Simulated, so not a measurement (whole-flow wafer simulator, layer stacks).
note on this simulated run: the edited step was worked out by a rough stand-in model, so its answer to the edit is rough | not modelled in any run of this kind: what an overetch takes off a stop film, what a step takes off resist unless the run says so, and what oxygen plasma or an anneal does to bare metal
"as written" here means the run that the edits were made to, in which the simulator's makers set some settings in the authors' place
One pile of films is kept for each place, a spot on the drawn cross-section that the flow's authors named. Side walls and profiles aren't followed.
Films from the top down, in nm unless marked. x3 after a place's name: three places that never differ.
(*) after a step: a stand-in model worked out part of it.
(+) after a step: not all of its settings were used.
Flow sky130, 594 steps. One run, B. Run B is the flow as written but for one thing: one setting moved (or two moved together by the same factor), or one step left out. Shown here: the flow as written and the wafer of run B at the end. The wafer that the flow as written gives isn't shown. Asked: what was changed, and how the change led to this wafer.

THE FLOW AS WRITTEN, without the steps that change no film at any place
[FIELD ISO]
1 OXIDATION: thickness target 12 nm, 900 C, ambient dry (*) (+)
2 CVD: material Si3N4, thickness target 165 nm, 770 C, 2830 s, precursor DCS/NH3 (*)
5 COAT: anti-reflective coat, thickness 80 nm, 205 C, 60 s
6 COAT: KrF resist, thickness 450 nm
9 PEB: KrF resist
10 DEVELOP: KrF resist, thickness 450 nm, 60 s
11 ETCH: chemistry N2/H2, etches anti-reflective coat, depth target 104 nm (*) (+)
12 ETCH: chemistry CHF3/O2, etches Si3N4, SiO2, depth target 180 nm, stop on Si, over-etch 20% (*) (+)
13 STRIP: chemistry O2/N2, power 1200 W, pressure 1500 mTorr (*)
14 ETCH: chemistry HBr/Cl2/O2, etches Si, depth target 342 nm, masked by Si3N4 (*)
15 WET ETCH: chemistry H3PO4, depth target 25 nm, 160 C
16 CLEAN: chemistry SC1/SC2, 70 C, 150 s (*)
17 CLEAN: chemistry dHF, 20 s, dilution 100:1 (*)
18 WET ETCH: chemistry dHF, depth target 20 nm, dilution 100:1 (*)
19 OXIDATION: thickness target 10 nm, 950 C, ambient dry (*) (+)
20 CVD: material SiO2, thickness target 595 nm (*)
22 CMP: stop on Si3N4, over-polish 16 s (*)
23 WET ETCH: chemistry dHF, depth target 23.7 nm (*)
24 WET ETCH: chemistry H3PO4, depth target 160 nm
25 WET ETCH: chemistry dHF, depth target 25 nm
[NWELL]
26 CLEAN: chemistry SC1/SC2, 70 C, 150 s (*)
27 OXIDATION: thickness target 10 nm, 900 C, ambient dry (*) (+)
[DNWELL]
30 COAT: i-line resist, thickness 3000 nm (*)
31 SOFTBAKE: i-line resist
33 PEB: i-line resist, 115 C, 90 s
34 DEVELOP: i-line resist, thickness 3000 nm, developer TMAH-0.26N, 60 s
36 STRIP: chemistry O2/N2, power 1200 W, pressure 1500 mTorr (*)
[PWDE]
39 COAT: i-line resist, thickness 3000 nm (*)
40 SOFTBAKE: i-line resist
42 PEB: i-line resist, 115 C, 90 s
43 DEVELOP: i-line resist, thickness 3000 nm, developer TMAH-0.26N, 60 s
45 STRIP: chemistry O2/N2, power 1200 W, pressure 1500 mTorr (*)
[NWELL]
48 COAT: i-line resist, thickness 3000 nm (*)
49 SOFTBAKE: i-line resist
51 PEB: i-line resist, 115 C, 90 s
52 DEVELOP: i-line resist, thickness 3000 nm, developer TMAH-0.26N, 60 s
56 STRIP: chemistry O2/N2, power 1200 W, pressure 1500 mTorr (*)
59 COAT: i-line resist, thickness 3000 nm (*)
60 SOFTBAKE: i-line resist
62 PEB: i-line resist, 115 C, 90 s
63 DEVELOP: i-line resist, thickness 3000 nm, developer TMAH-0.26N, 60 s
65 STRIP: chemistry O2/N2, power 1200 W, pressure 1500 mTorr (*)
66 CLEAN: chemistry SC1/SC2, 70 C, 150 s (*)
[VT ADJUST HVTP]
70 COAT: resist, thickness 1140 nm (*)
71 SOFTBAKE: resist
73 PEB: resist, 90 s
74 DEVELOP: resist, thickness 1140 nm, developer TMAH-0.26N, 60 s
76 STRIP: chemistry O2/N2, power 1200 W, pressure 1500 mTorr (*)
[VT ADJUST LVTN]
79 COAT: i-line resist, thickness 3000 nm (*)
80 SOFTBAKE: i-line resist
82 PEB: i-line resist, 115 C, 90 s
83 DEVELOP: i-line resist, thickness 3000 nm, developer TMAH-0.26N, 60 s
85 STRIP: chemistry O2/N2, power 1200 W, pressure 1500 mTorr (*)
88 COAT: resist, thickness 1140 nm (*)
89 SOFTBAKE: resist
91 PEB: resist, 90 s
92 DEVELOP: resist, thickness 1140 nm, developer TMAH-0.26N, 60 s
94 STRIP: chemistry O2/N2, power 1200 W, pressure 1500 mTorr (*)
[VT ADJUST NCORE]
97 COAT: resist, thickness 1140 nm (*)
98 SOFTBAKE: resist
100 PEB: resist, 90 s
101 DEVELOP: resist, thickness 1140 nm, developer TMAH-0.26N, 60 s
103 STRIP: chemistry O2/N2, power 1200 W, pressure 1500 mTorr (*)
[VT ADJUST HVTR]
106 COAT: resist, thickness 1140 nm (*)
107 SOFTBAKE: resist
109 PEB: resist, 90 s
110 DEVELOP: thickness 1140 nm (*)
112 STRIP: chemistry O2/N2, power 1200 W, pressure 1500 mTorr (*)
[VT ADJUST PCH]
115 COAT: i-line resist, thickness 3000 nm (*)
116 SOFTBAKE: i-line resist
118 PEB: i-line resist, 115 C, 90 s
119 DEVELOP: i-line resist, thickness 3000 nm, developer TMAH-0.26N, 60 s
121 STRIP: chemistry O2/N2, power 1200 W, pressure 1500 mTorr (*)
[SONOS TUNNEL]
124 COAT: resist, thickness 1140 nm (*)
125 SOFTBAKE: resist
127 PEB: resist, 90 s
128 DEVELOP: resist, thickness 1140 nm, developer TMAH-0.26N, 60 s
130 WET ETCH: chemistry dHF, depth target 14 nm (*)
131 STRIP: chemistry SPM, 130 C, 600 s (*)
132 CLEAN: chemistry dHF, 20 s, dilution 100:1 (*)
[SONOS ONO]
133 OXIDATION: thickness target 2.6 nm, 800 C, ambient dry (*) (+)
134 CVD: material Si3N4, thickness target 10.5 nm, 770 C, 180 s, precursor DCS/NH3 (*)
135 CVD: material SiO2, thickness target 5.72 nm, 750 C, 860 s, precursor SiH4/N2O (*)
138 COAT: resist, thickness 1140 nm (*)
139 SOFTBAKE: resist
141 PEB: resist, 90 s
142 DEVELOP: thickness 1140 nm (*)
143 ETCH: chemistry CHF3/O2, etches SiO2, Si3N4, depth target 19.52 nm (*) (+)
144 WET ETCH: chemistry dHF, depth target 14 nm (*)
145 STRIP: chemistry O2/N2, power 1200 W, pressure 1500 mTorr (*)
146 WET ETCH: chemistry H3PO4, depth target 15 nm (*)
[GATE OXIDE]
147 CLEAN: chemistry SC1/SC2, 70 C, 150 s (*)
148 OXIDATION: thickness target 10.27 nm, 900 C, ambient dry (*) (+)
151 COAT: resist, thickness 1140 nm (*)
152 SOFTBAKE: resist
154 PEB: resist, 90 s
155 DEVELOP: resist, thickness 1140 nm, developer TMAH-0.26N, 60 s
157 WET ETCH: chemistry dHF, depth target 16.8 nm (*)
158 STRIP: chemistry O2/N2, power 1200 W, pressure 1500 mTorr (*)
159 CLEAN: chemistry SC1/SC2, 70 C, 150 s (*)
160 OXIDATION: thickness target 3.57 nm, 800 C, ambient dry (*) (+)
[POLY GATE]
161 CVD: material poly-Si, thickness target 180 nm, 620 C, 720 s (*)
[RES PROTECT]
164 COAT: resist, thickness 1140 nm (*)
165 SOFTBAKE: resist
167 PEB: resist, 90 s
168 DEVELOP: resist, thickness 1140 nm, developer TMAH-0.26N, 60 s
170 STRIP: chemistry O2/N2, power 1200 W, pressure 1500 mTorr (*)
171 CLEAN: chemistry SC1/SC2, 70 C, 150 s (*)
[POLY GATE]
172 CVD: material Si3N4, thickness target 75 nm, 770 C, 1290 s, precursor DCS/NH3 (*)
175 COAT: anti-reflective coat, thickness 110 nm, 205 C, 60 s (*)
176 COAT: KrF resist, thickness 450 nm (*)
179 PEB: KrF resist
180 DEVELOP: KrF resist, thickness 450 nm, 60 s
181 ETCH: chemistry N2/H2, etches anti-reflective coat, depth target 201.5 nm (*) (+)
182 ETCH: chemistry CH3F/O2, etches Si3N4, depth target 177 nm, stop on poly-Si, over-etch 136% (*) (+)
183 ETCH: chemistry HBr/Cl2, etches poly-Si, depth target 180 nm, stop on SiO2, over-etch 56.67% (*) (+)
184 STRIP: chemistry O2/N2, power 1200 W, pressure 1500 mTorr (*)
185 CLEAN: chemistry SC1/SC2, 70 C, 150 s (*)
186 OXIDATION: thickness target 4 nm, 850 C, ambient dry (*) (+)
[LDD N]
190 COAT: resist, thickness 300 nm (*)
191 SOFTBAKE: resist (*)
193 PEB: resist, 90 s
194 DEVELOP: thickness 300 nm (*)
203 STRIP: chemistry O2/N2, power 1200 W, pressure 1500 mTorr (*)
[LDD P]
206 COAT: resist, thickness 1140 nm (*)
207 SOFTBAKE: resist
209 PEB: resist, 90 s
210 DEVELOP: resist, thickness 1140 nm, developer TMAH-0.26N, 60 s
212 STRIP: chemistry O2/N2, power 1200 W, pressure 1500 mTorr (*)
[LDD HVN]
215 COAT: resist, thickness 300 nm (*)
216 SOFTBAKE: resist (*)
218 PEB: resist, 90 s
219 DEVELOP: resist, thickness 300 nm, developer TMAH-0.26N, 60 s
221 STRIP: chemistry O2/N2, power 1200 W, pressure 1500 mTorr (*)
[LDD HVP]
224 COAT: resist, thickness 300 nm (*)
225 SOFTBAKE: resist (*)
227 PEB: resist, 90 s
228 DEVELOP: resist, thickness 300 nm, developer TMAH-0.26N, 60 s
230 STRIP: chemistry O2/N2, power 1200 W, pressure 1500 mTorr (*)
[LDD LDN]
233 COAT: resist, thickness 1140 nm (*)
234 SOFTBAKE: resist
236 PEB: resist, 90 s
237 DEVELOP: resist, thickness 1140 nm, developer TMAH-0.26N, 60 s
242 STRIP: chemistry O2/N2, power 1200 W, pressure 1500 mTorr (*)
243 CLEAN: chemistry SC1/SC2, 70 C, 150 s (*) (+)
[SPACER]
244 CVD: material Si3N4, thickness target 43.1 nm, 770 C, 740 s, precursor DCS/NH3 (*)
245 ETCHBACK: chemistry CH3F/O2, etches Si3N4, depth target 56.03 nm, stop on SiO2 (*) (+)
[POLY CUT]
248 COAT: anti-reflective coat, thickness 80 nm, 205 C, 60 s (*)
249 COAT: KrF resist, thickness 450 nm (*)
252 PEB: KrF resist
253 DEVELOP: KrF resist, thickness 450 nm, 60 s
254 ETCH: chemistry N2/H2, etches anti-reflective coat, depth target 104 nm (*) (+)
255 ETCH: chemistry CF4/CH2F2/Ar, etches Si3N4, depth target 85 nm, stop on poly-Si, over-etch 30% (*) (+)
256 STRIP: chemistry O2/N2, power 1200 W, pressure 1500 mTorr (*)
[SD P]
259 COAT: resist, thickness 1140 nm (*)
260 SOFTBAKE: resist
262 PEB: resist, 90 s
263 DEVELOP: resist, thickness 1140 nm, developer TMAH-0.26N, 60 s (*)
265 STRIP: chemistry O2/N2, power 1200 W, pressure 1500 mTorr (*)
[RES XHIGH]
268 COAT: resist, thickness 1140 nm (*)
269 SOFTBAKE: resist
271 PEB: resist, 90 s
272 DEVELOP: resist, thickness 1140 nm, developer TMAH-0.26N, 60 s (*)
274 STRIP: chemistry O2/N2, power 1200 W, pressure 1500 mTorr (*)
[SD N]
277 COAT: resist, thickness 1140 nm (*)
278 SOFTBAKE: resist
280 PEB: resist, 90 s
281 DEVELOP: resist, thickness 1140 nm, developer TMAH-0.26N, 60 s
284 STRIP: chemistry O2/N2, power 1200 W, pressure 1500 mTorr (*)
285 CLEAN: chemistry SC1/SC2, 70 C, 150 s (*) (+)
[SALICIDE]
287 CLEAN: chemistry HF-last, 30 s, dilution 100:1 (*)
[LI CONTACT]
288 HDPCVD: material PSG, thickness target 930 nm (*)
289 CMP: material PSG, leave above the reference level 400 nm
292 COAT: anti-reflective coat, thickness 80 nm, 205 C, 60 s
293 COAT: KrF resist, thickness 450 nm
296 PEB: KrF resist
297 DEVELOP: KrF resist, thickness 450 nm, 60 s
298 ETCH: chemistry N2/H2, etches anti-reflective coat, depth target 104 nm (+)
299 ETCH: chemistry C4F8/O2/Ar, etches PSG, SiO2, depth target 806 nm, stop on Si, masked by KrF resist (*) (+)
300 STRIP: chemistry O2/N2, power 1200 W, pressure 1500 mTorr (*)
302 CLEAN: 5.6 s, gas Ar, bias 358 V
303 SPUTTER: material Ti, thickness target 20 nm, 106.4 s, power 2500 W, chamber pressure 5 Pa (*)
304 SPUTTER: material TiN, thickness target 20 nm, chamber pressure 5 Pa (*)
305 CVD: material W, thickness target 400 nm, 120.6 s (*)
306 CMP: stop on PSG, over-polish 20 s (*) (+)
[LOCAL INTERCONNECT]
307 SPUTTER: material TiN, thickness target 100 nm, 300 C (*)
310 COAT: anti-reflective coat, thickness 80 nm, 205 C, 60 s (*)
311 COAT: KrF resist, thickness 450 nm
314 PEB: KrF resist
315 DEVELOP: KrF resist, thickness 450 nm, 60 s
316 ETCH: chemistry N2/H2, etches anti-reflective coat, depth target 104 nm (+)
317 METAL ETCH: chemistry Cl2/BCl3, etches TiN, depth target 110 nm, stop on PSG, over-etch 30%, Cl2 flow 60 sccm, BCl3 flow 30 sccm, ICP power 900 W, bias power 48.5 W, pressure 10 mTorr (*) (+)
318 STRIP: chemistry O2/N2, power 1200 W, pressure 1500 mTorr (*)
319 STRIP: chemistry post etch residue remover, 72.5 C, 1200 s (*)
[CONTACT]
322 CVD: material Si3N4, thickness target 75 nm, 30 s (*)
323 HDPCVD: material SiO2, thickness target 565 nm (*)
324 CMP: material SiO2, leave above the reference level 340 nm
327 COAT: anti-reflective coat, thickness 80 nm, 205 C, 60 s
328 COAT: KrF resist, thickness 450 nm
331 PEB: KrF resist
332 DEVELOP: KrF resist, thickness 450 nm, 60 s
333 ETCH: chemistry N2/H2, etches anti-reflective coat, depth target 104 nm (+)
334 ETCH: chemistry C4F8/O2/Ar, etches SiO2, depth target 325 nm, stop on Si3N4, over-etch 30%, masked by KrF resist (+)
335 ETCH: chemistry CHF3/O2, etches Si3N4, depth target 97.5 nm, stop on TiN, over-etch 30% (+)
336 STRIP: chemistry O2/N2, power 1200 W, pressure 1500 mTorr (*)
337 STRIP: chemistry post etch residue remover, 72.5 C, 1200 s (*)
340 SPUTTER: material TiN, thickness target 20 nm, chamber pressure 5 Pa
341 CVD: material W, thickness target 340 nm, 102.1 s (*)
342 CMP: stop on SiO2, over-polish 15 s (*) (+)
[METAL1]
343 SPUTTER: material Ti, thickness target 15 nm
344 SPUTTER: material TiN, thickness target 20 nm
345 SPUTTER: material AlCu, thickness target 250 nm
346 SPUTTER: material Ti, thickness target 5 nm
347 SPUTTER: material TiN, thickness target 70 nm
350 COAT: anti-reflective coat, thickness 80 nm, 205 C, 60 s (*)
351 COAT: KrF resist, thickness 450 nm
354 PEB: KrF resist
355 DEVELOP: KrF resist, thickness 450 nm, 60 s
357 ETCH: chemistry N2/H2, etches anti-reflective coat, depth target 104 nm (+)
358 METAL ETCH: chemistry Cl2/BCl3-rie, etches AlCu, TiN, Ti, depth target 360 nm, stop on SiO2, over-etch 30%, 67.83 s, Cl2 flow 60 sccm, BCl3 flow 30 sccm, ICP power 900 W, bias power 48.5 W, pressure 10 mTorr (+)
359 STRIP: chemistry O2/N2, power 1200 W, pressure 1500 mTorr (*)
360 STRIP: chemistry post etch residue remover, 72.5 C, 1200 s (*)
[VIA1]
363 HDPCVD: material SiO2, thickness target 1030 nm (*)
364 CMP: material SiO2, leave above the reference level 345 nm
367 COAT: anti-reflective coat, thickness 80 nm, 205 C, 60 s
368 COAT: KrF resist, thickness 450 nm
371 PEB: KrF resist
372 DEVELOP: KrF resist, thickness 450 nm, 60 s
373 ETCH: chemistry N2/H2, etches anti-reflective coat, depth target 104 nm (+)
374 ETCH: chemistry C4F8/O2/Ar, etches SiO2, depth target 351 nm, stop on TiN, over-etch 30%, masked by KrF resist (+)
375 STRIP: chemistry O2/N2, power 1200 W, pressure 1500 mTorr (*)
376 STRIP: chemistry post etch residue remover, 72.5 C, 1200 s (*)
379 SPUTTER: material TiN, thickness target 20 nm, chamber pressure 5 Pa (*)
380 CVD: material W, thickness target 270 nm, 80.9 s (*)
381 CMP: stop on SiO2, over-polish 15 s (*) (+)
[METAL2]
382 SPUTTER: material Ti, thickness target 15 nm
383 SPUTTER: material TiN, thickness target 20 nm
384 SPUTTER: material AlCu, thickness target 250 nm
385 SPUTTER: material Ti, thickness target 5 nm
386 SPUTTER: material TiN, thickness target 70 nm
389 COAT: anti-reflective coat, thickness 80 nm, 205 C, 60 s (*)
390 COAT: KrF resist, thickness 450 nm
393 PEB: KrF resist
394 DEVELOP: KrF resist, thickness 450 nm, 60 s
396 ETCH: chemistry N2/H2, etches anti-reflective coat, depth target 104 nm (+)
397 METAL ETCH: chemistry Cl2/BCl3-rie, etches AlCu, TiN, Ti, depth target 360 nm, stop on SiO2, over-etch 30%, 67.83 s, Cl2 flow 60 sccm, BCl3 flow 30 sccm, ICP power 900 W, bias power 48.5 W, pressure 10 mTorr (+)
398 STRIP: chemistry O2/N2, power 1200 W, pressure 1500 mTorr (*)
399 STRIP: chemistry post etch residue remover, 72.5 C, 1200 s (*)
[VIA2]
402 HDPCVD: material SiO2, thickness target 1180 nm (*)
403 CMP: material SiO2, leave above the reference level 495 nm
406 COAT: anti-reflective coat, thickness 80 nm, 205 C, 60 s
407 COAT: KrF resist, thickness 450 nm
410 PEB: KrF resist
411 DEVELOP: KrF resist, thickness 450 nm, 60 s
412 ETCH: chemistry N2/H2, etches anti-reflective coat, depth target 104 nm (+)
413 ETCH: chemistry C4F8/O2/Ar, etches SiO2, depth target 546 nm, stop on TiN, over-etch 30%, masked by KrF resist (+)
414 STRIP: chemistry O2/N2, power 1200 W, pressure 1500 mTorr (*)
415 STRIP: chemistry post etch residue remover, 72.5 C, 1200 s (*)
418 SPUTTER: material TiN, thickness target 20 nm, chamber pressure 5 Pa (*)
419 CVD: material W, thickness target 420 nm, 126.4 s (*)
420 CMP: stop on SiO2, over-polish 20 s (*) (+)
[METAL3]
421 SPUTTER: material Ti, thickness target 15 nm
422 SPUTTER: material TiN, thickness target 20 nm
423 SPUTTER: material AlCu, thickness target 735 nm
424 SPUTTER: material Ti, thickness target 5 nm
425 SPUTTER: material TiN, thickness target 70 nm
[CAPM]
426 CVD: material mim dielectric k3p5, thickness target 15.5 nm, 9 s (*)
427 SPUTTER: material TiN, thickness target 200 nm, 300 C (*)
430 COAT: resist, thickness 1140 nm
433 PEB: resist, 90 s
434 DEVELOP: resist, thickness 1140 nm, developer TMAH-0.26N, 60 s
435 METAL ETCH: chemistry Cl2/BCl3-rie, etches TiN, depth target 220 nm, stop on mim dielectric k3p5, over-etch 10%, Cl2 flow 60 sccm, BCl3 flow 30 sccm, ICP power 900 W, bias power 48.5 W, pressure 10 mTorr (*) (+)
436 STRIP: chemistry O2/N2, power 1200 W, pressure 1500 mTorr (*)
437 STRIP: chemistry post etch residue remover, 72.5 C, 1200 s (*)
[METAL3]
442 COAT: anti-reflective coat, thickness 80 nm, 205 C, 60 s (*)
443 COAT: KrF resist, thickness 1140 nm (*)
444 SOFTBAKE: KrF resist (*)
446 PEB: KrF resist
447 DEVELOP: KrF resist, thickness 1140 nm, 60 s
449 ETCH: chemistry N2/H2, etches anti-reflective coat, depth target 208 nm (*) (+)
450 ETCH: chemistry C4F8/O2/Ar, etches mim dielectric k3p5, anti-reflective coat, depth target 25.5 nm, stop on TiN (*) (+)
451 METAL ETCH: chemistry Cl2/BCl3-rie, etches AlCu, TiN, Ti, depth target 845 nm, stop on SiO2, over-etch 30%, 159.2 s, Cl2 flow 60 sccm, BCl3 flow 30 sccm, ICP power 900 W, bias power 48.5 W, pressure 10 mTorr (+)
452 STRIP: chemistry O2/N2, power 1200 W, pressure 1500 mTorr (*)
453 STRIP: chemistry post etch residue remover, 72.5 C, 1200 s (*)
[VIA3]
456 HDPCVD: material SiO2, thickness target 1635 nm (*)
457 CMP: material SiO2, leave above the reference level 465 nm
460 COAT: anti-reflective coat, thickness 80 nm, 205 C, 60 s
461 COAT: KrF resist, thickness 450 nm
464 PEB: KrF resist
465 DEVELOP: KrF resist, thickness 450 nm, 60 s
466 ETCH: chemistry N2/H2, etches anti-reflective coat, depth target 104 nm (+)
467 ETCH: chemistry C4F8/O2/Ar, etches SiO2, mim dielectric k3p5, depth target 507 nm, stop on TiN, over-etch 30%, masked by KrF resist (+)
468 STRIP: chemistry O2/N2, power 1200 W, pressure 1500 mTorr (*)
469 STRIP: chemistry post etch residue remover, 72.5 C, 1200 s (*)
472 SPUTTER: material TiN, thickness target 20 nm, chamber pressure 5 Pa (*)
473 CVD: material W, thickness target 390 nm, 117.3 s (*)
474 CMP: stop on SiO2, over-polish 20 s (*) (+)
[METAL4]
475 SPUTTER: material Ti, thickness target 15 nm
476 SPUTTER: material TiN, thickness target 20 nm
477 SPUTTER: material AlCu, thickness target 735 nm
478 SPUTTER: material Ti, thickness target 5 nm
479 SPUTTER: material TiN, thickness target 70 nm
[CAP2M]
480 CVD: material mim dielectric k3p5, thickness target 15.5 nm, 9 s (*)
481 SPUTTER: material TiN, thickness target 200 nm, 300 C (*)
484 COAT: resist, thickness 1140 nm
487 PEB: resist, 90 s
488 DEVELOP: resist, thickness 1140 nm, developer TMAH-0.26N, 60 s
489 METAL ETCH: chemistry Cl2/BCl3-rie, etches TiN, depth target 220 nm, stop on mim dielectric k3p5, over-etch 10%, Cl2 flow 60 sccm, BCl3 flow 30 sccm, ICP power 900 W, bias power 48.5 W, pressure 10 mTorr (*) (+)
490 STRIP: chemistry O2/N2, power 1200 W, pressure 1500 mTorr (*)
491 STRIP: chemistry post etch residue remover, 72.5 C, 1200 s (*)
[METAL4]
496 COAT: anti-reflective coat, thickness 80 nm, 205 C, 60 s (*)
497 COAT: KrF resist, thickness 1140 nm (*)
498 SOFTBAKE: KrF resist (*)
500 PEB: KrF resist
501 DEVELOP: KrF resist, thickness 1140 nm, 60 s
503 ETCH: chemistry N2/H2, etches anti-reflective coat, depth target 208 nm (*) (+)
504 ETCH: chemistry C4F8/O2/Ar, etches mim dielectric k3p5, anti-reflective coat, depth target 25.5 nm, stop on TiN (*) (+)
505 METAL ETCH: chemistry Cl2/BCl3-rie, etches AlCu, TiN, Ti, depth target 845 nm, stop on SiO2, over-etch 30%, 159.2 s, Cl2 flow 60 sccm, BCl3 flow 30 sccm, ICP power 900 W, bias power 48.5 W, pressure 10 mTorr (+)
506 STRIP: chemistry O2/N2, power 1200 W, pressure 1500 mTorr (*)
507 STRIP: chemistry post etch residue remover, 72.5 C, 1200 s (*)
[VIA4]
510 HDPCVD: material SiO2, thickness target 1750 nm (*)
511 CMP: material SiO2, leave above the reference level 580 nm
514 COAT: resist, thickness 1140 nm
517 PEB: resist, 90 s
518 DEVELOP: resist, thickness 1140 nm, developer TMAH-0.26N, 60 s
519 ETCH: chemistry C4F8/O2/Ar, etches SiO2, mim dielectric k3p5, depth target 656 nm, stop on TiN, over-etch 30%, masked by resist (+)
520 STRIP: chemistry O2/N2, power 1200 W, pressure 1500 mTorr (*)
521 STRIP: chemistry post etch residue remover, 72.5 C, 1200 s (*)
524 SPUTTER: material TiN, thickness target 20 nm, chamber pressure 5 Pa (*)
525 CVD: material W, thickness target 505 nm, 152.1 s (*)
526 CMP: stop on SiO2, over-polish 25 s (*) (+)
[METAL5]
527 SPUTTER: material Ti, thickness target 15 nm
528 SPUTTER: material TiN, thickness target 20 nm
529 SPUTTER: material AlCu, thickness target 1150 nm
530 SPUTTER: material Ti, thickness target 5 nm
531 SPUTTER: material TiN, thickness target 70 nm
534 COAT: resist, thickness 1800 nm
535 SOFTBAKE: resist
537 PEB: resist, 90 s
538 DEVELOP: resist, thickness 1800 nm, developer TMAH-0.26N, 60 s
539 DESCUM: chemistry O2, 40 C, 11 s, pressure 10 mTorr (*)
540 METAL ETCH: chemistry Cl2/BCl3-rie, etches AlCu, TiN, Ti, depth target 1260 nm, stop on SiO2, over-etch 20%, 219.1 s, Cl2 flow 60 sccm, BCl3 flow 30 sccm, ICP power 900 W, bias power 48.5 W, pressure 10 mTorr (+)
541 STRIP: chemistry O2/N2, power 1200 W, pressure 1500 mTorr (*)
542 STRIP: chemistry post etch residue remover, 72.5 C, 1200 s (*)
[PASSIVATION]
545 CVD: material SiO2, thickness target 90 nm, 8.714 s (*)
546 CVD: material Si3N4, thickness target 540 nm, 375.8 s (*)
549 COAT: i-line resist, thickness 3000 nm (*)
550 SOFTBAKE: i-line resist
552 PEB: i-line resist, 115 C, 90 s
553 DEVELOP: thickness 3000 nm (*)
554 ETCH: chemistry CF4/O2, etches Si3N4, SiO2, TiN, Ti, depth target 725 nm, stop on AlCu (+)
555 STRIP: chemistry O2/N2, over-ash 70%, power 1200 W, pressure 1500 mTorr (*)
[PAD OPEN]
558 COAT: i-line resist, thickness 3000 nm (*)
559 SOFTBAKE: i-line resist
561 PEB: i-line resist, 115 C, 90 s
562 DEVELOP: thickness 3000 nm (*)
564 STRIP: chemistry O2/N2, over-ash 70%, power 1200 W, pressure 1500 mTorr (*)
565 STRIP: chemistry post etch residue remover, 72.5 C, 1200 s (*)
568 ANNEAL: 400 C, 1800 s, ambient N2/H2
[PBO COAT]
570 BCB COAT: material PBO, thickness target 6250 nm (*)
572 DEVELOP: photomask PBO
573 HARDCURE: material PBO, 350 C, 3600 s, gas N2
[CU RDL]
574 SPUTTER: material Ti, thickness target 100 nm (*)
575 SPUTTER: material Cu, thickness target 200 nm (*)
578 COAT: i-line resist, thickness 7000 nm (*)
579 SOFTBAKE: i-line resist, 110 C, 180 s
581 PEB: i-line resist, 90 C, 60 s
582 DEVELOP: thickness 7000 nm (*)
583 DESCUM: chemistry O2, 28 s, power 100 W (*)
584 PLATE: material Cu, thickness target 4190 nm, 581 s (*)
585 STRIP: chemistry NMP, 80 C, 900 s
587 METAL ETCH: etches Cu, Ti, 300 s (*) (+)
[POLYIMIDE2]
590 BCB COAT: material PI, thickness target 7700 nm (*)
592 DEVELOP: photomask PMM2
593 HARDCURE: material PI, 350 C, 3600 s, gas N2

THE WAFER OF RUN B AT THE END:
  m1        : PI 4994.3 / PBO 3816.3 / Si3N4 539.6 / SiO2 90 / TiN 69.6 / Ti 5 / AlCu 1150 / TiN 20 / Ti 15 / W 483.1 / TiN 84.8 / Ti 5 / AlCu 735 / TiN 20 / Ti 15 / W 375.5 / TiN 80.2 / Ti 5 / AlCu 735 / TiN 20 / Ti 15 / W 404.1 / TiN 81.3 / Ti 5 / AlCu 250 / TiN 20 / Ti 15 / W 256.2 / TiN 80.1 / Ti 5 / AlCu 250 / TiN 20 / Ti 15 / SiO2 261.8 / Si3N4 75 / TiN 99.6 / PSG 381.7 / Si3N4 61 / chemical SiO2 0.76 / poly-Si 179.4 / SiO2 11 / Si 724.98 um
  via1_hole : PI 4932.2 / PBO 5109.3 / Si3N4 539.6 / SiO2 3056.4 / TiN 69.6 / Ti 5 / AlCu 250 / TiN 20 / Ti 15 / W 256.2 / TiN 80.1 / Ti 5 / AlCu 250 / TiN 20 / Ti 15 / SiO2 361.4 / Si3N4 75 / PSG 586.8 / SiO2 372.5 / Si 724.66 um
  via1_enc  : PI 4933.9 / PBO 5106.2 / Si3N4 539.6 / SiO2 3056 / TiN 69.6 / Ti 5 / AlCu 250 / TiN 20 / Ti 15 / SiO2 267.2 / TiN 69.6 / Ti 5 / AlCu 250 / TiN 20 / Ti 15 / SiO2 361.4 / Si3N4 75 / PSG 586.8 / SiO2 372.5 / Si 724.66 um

The cause: step 418, SPUTTER: thickness target 24 nm was run, where the flow has thickness target 20 nm.

How the change led to this, step by step:
  418 SPUTTER: material TiN, thickness target 20 nm, chamber pressure 5 Pa (*)
      field, active, n_well and 186 more: TiN +24 (new film) (as written it would be: TiN +20 (new film))
      m1, via2_hole: TiN +12.2 (as written it would be: TiN +10.2)
  420 CMP: stop on SiO2, over-polish 20 s (*) (+)
      field, active, n_well and 186 more: W -420 (all of it), TiN -24 (all of it), SiO2 -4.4 (as written it would be: W -420 (all of it), TiN -20 (all of it), SiO2 -4.4)
